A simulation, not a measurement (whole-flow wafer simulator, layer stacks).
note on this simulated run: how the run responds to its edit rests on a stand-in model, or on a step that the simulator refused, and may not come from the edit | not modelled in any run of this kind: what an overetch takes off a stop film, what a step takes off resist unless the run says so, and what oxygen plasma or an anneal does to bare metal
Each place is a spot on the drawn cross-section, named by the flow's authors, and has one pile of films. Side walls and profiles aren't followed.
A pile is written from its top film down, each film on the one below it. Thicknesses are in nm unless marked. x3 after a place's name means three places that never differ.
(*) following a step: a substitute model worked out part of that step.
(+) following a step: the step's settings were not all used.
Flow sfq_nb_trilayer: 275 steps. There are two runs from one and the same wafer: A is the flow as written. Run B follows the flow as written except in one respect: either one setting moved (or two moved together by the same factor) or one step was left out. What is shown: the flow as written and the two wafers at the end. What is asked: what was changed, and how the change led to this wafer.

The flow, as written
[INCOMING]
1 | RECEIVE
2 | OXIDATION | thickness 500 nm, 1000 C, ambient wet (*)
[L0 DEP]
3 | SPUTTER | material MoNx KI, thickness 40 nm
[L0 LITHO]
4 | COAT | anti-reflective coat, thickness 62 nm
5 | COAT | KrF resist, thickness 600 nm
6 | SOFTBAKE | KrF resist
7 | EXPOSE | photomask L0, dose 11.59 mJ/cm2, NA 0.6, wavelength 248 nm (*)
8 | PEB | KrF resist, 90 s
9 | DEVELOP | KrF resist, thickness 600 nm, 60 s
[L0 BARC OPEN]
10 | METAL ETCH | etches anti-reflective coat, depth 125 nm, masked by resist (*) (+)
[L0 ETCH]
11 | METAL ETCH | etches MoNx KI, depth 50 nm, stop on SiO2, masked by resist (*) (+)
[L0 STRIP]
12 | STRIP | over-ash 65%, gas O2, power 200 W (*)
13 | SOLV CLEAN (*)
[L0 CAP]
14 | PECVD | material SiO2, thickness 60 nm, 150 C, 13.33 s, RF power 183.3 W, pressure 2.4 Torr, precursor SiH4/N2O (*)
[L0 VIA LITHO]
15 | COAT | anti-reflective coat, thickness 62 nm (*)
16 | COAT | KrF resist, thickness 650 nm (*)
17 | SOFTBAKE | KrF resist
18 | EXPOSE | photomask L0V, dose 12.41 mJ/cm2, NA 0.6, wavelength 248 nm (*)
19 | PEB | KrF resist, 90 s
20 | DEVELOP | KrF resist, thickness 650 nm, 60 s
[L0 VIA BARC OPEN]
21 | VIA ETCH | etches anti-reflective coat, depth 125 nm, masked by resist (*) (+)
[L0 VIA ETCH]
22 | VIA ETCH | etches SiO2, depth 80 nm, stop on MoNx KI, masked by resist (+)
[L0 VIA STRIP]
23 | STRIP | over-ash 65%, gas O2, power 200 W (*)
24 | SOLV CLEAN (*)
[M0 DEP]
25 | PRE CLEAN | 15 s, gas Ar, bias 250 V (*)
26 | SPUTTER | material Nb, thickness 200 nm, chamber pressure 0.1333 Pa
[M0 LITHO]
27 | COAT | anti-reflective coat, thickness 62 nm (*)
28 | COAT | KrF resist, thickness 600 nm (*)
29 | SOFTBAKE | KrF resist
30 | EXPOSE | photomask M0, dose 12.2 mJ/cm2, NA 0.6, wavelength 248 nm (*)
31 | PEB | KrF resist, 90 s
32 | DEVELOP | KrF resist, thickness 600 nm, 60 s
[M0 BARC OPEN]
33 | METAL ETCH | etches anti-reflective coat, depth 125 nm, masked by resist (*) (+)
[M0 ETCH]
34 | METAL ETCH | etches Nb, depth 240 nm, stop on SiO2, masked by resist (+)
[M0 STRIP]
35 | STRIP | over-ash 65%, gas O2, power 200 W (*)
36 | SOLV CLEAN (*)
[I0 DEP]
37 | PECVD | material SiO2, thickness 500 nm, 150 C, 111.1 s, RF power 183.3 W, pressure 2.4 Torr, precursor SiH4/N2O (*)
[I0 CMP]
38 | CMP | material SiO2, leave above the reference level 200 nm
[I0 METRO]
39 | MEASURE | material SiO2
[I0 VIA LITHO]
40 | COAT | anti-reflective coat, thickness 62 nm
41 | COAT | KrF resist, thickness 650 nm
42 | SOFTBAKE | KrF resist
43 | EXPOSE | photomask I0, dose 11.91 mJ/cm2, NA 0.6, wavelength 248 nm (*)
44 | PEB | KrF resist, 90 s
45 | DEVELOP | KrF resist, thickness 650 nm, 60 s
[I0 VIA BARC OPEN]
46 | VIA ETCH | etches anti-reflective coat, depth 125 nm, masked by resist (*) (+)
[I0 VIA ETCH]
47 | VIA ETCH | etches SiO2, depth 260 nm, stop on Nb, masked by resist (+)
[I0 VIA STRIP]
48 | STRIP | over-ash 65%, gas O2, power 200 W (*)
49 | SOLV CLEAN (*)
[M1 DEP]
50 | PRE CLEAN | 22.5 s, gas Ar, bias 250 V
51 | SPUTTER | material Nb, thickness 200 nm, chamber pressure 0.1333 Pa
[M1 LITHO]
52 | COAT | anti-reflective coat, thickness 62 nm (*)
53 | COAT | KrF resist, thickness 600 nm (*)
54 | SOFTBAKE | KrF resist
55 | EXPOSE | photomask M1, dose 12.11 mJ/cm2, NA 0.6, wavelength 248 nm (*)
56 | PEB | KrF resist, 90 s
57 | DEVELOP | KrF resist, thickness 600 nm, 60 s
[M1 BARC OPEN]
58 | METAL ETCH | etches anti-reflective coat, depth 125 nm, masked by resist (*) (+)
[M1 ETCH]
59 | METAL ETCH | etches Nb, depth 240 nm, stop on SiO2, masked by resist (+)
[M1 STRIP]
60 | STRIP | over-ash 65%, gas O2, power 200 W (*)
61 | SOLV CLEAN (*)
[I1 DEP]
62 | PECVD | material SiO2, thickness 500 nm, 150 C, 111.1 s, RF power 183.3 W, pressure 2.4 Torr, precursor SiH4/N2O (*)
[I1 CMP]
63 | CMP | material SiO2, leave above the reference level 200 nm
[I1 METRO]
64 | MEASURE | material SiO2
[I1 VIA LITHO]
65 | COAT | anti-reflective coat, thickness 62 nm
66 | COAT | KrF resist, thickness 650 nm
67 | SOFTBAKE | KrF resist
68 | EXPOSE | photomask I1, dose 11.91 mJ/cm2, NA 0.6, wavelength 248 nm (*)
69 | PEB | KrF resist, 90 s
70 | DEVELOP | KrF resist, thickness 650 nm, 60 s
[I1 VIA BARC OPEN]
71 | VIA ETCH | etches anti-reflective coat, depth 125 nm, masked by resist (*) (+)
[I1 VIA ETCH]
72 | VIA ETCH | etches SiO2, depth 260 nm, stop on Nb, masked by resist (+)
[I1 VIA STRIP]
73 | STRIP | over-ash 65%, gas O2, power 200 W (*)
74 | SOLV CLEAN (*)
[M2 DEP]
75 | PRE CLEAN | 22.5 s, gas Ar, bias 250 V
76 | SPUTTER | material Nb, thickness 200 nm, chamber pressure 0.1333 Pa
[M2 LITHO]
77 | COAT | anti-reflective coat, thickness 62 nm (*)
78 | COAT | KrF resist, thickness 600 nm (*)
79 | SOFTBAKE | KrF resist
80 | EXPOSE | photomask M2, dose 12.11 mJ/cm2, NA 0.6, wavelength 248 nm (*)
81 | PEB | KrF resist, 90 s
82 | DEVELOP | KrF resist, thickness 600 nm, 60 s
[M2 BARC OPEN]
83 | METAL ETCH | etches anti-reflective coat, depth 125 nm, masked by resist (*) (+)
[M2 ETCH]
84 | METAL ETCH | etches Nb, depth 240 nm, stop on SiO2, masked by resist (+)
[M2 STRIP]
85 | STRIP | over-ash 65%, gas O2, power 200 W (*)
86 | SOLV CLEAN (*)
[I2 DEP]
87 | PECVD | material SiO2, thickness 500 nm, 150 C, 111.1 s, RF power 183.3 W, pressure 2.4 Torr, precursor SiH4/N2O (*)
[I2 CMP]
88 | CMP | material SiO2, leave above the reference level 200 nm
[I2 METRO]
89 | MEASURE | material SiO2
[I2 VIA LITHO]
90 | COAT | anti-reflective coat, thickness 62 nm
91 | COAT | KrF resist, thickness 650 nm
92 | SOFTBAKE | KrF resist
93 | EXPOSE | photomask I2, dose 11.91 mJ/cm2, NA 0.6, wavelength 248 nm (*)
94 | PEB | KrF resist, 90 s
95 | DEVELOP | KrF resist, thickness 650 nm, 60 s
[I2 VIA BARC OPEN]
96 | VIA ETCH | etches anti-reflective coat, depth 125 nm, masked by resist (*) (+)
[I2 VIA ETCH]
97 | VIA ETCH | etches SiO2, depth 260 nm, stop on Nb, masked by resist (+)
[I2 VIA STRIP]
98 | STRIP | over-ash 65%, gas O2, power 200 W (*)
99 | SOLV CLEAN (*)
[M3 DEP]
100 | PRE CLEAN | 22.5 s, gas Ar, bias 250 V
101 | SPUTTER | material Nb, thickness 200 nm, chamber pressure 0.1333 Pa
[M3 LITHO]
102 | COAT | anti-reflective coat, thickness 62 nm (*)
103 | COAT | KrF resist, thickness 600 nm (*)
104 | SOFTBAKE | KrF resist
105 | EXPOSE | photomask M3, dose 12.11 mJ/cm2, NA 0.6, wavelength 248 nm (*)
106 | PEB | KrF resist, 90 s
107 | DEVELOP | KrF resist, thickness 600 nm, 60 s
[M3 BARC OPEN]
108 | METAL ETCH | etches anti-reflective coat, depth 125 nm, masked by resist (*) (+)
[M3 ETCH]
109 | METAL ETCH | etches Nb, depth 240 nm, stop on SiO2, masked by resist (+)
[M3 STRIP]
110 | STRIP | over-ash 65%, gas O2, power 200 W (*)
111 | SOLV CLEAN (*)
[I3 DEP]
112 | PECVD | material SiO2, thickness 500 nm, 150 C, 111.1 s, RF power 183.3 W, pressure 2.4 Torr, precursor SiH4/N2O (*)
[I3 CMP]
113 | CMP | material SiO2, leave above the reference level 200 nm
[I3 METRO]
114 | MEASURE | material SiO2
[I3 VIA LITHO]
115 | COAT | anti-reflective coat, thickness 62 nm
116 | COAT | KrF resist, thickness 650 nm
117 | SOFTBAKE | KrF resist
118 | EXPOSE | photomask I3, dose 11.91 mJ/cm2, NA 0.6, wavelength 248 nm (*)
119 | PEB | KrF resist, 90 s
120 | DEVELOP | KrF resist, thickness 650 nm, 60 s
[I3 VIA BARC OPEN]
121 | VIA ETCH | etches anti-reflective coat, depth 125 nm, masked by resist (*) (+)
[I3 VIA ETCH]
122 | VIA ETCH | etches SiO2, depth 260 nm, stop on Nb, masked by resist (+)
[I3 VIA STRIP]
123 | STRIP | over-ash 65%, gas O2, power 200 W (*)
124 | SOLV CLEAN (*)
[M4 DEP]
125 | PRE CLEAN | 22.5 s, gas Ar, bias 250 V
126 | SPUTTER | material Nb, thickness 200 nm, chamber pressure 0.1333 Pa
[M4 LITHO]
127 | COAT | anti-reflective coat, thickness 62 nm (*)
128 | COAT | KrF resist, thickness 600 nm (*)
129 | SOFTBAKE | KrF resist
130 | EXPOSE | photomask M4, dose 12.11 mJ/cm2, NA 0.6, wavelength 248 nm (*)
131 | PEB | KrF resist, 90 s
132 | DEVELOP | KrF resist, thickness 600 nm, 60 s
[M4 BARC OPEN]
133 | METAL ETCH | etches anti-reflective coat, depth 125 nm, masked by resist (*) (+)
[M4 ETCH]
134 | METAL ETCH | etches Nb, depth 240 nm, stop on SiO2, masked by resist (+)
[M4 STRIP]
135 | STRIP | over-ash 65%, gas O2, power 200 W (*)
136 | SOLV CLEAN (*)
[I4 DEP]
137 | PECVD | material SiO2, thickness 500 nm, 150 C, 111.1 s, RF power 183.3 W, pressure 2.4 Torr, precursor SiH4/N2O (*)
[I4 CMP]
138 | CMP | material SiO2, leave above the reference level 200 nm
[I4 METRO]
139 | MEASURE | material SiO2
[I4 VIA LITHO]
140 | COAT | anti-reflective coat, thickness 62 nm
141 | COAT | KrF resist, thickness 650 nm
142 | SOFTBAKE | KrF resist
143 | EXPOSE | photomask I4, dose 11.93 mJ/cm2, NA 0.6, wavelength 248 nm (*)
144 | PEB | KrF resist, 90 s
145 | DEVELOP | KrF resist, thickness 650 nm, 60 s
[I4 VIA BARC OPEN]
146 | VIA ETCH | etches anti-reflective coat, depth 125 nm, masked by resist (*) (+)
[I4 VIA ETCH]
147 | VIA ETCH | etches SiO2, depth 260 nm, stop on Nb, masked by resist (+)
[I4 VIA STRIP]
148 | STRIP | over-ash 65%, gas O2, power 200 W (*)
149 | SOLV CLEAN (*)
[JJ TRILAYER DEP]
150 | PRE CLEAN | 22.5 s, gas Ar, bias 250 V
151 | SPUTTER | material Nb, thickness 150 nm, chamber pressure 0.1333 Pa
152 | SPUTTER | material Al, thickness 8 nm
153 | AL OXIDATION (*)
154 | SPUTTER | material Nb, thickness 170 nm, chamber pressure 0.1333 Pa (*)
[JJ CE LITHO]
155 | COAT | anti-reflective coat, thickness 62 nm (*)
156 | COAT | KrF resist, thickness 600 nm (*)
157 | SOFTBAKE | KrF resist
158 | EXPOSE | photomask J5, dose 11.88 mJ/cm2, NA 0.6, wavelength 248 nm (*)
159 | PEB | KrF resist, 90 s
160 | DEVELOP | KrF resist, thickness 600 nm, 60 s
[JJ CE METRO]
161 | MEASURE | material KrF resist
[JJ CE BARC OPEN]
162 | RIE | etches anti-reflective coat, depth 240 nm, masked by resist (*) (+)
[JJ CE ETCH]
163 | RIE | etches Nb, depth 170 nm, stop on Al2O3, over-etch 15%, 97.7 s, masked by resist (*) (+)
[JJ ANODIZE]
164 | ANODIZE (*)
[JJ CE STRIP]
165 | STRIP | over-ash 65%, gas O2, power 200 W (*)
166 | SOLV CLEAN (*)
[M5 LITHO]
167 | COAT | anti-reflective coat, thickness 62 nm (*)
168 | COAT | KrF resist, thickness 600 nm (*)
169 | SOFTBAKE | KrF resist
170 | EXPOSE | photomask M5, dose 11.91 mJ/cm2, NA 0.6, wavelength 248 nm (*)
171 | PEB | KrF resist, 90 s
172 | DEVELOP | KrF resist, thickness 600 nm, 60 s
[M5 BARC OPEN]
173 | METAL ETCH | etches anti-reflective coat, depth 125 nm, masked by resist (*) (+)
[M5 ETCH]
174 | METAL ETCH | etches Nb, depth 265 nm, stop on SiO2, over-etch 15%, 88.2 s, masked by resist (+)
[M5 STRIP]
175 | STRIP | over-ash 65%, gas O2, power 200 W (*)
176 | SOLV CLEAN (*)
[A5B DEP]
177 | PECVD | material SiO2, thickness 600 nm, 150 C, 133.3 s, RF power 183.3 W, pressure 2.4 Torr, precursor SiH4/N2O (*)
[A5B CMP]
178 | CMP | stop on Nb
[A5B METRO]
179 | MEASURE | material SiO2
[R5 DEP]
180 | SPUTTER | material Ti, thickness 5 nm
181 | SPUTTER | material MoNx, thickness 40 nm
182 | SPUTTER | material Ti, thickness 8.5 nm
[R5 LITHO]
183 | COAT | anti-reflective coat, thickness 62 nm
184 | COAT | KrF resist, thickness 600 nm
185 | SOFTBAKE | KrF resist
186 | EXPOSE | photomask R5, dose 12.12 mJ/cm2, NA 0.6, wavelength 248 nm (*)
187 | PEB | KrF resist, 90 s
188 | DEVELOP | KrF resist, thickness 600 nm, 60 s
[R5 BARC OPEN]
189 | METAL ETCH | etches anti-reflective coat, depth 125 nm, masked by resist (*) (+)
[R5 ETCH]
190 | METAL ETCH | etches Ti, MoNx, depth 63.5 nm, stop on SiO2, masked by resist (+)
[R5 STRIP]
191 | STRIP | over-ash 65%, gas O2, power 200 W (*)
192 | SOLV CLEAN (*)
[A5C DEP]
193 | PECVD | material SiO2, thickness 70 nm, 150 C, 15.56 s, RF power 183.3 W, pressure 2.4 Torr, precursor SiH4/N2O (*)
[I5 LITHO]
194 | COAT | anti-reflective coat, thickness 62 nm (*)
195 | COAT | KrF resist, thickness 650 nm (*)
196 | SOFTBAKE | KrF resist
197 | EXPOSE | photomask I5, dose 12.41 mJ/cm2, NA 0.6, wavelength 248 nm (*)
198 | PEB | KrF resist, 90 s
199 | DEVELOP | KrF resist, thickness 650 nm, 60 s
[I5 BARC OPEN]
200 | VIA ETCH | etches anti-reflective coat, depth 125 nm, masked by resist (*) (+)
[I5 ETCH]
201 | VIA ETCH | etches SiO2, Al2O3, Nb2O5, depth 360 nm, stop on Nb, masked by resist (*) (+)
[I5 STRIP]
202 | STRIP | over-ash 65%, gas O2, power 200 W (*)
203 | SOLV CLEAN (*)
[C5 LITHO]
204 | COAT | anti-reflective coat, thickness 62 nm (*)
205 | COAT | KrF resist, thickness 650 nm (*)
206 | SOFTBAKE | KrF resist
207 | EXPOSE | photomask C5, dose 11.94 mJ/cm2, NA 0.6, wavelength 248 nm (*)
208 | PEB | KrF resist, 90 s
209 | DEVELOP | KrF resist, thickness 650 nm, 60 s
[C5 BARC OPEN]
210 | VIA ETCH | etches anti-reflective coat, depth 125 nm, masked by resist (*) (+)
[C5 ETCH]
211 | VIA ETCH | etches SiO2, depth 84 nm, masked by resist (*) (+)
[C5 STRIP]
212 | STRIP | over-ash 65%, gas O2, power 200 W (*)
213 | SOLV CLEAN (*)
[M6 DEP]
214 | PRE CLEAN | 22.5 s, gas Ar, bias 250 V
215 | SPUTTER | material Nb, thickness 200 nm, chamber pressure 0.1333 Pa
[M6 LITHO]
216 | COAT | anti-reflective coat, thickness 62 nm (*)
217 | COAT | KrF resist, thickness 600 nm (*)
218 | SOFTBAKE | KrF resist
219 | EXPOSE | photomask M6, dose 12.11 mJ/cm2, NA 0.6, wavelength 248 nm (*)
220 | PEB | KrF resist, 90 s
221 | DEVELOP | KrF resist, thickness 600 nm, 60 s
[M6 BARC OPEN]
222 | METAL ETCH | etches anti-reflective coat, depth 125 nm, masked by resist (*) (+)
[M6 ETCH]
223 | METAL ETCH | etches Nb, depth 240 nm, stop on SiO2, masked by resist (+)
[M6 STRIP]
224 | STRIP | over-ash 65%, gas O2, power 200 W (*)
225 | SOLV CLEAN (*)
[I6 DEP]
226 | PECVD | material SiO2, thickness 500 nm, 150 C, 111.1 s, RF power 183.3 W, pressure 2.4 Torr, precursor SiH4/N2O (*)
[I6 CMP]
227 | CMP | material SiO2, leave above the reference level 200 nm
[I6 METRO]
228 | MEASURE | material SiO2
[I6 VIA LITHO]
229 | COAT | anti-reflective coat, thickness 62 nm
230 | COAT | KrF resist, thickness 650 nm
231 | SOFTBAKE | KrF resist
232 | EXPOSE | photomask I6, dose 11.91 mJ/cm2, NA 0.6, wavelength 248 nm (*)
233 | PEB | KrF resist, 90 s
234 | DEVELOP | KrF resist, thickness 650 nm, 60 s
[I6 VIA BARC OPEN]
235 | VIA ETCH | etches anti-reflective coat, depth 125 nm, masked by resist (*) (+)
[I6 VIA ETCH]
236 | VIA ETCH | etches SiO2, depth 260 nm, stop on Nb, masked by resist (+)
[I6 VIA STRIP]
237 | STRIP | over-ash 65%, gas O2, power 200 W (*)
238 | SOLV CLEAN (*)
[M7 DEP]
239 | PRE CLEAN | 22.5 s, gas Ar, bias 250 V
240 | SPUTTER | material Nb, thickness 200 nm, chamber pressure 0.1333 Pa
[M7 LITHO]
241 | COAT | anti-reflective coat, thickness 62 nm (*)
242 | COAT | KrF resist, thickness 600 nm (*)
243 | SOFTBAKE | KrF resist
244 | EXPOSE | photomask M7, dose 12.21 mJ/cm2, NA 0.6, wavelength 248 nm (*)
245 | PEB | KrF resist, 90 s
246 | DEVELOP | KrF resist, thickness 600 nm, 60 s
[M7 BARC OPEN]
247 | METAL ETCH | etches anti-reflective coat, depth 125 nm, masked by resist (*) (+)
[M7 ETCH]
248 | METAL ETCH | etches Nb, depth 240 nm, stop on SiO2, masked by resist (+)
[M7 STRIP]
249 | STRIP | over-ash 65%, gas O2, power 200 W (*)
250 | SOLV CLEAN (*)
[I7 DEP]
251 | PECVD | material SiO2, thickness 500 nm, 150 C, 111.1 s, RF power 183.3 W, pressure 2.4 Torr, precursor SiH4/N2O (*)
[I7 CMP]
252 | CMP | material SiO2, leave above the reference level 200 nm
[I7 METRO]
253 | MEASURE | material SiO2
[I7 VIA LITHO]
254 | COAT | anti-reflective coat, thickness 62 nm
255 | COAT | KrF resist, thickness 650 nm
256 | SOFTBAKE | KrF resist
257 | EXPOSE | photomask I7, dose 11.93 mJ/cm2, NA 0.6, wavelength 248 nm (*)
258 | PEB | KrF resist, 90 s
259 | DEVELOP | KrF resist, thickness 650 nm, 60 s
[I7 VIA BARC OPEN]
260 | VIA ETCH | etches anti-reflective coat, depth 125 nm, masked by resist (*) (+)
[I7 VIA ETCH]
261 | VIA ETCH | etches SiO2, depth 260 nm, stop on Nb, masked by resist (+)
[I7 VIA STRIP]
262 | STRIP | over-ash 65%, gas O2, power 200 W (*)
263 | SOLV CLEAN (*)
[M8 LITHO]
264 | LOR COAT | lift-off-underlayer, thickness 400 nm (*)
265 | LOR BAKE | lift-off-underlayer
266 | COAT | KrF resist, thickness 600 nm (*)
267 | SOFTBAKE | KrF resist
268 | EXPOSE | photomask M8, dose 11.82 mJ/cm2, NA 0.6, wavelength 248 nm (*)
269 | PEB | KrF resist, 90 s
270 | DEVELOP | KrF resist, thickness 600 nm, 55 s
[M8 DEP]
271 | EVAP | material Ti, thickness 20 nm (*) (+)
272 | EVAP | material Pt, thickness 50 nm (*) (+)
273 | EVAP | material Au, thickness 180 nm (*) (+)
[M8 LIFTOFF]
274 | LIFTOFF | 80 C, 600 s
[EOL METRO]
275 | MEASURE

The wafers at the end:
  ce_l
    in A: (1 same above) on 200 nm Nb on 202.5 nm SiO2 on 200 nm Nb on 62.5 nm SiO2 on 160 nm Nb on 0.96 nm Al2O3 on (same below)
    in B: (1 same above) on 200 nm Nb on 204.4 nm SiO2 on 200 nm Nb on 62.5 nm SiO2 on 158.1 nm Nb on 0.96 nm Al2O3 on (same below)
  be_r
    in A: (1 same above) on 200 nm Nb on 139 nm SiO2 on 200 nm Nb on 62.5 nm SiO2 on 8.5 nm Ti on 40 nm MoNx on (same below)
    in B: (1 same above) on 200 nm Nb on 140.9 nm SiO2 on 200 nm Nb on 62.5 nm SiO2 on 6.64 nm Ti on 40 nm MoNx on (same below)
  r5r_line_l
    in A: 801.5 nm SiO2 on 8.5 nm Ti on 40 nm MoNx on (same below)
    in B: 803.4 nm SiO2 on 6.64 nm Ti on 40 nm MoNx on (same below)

What caused this: step 182, SPUTTER: thickness 6.64 nm was run, though the flow has thickness 8.5 nm.
The wafer itself shows it: be_r has Ti 6.64, and step 182 as written asks for 8.5 nm.

Step by step, how the change led to this:
  182 | SPUTTER | material Ti, thickness 8.5 nm
      field_l, v_sur, via_wl and 103 more: A +8.5 Ti (new film) | B +6.64 Ti (new film)
  190 | METAL ETCH | etches Ti, MoNx, depth 63.5 nm, stop on SiO2, masked by resist (+)
      field_l, v_sur, via_wl and 92 more: A -8.5 Ti (all of it), -40 MoNx (all of it), -5 Ti (all of it) | B -6.64 Ti (all of it), -40 MoNx (all of it), -5 Ti (all of it)
      ce_l, c5j, ce_r, wl_jj: A -8.5 Ti (all of it), -40 MoNx (all of it), -5 Ti (all of it), -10 Nb | B -6.64 Ti (all of it), -40 MoNx (all of it), -5 Ti (all of it), -11.9 Nb
